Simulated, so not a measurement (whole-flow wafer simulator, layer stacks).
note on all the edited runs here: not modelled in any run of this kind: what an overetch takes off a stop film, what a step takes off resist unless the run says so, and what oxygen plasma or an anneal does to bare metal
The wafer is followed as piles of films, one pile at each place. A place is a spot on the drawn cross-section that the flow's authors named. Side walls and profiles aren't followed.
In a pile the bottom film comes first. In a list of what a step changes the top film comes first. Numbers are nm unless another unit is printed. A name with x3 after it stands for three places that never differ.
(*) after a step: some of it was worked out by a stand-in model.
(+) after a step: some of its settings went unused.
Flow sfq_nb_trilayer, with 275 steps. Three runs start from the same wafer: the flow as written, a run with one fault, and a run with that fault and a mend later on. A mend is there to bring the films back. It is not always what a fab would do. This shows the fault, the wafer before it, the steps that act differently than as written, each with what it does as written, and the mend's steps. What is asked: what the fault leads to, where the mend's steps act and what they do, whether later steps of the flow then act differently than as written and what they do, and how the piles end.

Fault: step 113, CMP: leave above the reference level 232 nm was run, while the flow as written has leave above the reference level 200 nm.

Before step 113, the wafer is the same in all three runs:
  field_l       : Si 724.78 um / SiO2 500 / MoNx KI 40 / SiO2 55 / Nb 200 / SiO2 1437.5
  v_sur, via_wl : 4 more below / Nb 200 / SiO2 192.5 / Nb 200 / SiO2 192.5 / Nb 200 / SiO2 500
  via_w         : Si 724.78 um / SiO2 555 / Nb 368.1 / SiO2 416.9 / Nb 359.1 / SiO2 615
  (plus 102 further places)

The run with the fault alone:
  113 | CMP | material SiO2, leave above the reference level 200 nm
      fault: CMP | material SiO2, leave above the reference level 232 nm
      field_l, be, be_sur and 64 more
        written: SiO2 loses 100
        fault: SiO2 loses 68
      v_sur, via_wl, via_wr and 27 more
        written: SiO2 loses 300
        fault: SiO2 loses 268
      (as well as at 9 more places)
  Steps later in the flow that act otherwise than as written (3 more steps, not shown, differ only slightly: by at most 2% or 0.5 nm, whichever is larger):
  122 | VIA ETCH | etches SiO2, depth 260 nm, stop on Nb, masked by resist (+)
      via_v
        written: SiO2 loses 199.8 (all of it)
        fault: SiO2 loses 231.8 (all of it)
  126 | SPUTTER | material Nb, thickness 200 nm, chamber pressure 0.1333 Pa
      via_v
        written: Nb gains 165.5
        fault: Nb gains 158.7
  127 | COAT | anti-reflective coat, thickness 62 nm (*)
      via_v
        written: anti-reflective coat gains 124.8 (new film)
        fault: anti-reflective coat gains 131.6 (new film)
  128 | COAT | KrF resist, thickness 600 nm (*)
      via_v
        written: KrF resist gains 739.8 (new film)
        fault: KrF resist gains 766.4 (new film)
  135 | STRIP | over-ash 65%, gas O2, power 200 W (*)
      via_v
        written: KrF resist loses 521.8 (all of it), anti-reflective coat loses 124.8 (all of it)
        fault: KrF resist loses 548.4 (all of it), anti-reflective coat loses 131.6 (all of it)
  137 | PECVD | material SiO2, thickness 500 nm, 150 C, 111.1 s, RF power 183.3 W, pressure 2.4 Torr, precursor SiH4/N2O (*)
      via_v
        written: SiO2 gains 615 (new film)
        fault: SiO2 gains 653.9 (new film)
  By the end, the piles at v_sur, via_wl, via_w and 36 more depart from the flow's by more than 2% or 0.5 nm, whichever is larger.
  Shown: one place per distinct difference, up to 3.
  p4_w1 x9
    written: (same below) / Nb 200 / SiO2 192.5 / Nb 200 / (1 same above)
    fault: (same below) / Nb 200 / SiO2 224.5 / Nb 200 / (1 same above)
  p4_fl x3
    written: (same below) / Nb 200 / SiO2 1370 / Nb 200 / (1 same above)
    fault: (same below) / Nb 200 / SiO2 1402 / Nb 200 / (1 same above)
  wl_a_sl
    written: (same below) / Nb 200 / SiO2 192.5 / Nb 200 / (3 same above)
    fault: (same below) / Nb 200 / SiO2 224.5 / Nb 200 / (3 same above)

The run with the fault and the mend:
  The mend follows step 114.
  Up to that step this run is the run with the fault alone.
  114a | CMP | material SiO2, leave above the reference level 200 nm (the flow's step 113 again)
      field_l, v_sur, via_wl and 103 more
        SiO2 loses 32
  None of the later steps of the flow acts differently than as written at any place that is followed.
  At every place that both follow, the piles at the end match the flow's.
